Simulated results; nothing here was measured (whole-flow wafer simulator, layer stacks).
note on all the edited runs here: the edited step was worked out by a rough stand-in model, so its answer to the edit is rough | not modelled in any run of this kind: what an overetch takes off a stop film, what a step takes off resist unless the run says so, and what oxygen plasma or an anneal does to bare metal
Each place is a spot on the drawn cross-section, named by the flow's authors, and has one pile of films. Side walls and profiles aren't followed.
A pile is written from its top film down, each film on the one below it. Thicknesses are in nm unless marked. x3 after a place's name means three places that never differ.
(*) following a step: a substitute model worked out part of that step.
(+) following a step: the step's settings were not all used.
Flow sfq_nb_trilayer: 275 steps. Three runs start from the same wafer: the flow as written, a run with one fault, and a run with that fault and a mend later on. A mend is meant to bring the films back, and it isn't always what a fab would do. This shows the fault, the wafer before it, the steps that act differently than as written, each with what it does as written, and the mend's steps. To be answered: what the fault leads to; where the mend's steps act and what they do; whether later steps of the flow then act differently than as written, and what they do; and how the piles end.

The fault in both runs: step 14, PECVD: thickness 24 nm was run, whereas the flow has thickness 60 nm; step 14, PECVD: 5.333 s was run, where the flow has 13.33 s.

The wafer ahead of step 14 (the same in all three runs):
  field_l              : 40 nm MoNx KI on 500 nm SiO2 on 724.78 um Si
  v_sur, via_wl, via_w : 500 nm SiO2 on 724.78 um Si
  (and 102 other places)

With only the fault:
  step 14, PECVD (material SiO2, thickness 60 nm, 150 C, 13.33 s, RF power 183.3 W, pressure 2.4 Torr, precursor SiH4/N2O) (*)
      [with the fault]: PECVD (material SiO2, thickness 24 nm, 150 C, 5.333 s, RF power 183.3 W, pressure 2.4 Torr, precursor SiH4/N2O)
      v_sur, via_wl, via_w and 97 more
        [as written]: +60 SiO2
        [with the fault]: +24 SiO2
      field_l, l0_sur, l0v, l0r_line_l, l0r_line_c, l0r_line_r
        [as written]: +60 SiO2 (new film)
        [with the fault]: +24 SiO2 (new film)
  Steps further on in the flow that do not act as written (not shown: 10 more steps that differ only slightly, by at most 2% or 0.5 nm, whichever is larger):
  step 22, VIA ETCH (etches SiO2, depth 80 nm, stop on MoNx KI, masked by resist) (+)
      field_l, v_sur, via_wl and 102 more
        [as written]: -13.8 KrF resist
        [with the fault]: -6.17 KrF resist
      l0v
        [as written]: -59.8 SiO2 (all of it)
        [with the fault]: -23.8 SiO2 (all of it)
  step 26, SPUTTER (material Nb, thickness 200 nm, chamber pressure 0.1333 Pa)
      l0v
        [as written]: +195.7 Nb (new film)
        [with the fault]: +200 Nb (new film)
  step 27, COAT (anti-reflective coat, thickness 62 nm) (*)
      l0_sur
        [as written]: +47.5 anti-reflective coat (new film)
        [with the fault]: +51.5 anti-reflective coat (new film)
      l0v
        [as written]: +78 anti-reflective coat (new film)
        [with the fault]: +67 anti-reflective coat (new film)
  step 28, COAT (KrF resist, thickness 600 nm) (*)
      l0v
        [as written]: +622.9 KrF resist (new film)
        [with the fault]: +601.7 KrF resist (new film)
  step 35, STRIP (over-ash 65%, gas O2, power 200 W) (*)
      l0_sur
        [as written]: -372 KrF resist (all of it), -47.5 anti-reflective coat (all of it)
        [with the fault]: -373.9 KrF resist (all of it), -51.5 anti-reflective coat (all of it)
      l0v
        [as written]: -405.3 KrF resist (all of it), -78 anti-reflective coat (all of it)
        [with the fault]: -384.1 KrF resist (all of it), -67 anti-reflective coat (all of it)
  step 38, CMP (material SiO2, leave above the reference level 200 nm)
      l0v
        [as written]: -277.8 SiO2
        [with the fault]: -318.1 SiO2
  By the end, the piles at field_l, v_sur, via_wl and 100 more depart from the flow's by more than 2% or 0.5 nm, whichever is larger.
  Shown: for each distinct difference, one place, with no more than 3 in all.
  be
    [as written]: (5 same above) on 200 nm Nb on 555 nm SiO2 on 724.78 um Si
    [with the fault]: (5 same above) on 200 nm Nb on 519 nm SiO2 on 724.78 um Si
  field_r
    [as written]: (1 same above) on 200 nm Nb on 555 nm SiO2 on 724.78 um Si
    [with the fault]: (1 same above) on 200 nm Nb on 519 nm SiO2 on 724.78 um Si
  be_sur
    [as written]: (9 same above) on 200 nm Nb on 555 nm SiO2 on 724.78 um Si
    [with the fault]: (9 same above) on 200 nm Nb on 519 nm SiO2 on 724.78 um Si

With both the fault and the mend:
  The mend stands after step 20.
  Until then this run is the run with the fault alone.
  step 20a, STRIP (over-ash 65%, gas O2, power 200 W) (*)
      p4_fl x3, p4_w1 x9, p4_g1 x2 and 59 more
        -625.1 KrF resist (all of it), -62 anti-reflective coat (all of it)
      jj_sur, ce_l, c5j, ce_r, sp_r, be_r, r_sur, res
        -632 KrF resist (all of it), -63.7 anti-reflective coat (all of it)
      l0r_line_l, l0r_line_c, l0r_line_r
        -621 KrF resist (all of it), -58.8 anti-reflective coat (all of it)
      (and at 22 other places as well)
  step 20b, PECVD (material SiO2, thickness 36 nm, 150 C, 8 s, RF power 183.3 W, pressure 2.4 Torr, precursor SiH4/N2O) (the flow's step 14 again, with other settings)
      field_l, v_sur, via_wl and 103 more
        +36 SiO2
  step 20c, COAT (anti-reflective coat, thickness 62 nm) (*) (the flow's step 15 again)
      p4_fl x3, p4_w1 x9, p4_g1 x2 and 59 more
        +62 anti-reflective coat (new film)
      be_sur, gap, jj_sur and 8 more
        +63.7 anti-reflective coat (new film)
      wire, be, moat, field_r, lsp_l
        +63.8 anti-reflective coat (new film)
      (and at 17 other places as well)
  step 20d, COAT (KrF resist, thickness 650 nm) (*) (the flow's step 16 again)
      p4_fl x3, p4_w1 x9, p4_g1 x2 and 59 more
        +650 KrF resist (new film)
      jj_sur, ce_l, c5j, ce_r, sp_r, be_r, r_sur
        +656.9 KrF resist (new film)
      v_sur, via_wr
        +659.5 KrF resist (new film)
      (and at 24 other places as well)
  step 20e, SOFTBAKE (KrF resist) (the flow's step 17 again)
      does not change any film at any place that is followed
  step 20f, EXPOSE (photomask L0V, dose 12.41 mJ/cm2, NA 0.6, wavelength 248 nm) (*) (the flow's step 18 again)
      does not change any film at any place that is followed
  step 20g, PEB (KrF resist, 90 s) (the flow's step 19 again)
      p4_fl x3, p4_w1 x9, p4_g1 x2 and 59 more
        -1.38 KrF resist
      via_v, wire, be and 15 more
        -1.39 KrF resist
      v_sur, via_w, via_wr, via_sp, lsp_m, ln_m6, lsp_r
        -1.4 KrF resist
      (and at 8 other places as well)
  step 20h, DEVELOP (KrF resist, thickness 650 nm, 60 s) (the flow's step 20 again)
      field_l, v_sur, via_wl and 102 more
        -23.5 KrF resist
      l0v
        -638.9 KrF resist (all of it)
  Later steps of the flow that are run all act as written at every place that is followed, up to a difference of at most 2% or 0.5 nm, whichever is larger.
  By the end, the piles equal the flow's at every place that both follow.
